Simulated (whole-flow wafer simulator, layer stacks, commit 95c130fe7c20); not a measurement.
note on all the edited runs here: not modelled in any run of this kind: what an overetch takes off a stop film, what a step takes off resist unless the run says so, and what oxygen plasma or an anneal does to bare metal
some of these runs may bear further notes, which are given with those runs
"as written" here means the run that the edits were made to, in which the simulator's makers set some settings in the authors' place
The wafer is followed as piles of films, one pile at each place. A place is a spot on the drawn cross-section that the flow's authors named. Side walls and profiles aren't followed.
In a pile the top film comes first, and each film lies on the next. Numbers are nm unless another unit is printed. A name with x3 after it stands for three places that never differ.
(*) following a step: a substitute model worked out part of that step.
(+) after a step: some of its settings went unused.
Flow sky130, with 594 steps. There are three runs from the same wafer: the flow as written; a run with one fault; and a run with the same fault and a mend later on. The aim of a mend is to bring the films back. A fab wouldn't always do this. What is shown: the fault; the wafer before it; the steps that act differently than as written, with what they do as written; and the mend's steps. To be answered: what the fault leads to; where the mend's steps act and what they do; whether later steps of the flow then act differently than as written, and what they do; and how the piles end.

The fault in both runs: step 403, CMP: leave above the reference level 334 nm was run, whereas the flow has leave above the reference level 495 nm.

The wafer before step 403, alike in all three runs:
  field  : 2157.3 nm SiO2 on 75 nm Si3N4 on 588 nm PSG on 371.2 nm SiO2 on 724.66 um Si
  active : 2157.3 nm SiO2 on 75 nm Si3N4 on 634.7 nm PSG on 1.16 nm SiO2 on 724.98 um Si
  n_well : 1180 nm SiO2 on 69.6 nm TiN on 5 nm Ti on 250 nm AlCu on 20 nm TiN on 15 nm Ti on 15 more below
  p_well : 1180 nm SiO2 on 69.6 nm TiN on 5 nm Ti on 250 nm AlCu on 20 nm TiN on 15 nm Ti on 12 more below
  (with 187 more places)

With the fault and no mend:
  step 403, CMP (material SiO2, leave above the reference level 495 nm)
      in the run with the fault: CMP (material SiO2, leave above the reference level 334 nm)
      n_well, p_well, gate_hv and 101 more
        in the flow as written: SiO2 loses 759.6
        in the run with the fault: SiO2 loses 920.6
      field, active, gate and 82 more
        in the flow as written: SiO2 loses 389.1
        in the run with the fault: SiO2 loses 550.1
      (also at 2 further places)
  Steps further on in the flow that do not act as written (1 other step is not shown; it differs only slightly, by no more than 2% or 0.5 nm, whichever is larger):
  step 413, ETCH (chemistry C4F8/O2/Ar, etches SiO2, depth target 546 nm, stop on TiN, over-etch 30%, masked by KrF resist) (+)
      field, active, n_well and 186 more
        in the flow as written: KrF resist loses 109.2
        in the run with the fault: KrF resist loses 67.4
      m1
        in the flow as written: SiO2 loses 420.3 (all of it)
        in the run with the fault: SiO2 loses 259.3 (all of it)
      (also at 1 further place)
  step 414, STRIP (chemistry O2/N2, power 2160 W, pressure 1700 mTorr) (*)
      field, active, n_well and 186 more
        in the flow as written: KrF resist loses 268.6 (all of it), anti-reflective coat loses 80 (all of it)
        in the run with the fault: KrF resist loses 310.4 (all of it), anti-reflective coat loses 80 (all of it)
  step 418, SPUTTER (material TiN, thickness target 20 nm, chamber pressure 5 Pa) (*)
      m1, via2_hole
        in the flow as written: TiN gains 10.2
        in the run with the fault: TiN gains 12.5
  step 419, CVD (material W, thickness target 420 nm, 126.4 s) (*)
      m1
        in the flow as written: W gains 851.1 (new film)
        in the run with the fault: W gains 687.8 (new film)
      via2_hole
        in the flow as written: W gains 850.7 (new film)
        in the run with the fault: W gains 687.4 (new film)
  The piles end different from the flow's at field, active, n_well and 190 more by more than 2% or 0.5 nm, whichever is larger.
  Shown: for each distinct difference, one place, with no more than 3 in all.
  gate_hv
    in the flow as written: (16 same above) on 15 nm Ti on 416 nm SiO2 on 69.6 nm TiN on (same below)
    in the run with the fault: (16 same above) on 15 nm Ti on 255 nm SiO2 on 69.6 nm TiN on (same below)
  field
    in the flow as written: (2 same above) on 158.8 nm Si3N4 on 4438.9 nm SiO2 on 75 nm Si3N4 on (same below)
    in the run with the fault: (2 same above) on 158.8 nm Si3N4 on 4277.9 nm SiO2 on 75 nm Si3N4 on (same below)
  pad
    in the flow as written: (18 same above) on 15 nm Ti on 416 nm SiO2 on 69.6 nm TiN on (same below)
    in the run with the fault: (18 same above) on 15 nm Ti on 255 nm SiO2 on 69.6 nm TiN on (same below)

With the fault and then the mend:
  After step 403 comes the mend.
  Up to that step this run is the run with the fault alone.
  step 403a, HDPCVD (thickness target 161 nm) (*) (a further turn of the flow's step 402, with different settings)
      field, active, n_well and 188 more
        SiO2 gains 161
  None of the later steps of the flow differs from how it acts as written, at any place that is followed, by more than 2% or 0.5 nm, whichever is larger.
  By the end, the piles equal the flow's at every place that both follow.
